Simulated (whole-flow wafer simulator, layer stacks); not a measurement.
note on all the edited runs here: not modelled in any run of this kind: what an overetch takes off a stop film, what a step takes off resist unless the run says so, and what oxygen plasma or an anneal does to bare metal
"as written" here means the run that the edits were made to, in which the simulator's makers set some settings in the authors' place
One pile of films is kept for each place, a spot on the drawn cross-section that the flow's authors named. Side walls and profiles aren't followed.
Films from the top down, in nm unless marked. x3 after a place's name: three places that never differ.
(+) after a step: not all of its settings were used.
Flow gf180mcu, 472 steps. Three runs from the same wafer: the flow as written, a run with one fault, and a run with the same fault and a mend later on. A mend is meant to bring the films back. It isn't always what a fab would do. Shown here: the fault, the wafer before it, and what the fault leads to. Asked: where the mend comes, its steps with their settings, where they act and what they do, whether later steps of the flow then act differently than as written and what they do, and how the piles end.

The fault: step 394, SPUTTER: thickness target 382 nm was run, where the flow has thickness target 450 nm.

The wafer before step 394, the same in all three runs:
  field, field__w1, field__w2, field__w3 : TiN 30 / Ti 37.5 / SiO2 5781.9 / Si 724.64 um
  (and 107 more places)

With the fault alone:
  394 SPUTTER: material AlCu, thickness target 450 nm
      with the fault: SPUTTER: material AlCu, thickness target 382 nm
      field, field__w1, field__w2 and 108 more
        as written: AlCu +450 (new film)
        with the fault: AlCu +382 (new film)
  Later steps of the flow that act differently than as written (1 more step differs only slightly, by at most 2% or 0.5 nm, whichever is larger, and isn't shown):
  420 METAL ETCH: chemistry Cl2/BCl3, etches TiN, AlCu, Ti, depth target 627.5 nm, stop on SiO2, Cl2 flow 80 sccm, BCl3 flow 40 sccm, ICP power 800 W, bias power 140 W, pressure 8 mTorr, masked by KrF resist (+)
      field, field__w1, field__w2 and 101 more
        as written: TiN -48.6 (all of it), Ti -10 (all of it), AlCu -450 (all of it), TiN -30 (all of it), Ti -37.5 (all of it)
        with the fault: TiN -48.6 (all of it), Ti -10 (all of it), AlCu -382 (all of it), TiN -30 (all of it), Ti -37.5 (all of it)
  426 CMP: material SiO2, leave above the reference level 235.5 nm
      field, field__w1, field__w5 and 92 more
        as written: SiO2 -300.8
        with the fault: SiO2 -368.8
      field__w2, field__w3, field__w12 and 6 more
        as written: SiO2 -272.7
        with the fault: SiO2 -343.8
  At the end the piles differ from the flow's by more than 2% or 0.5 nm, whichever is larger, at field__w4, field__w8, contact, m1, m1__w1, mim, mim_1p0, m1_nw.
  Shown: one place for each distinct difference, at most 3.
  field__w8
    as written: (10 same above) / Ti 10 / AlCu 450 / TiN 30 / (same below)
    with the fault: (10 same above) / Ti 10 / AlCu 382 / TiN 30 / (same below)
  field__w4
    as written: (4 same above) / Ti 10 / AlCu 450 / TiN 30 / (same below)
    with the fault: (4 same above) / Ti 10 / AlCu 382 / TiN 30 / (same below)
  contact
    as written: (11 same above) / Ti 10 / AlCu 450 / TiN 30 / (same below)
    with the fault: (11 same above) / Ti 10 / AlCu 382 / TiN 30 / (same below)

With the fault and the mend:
  The mend comes after step 394.
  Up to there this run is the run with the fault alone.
  394a SPUTTER: material AlCu, thickness target 68 nm (the flow's step 394 once more, with other settings)
      field, field__w1, field__w2 and 108 more
        AlCu +68
  No later step of the flow acts differently than as written at any place that is followed.
  At the end the piles are the same as the flow's at every place that both follow.
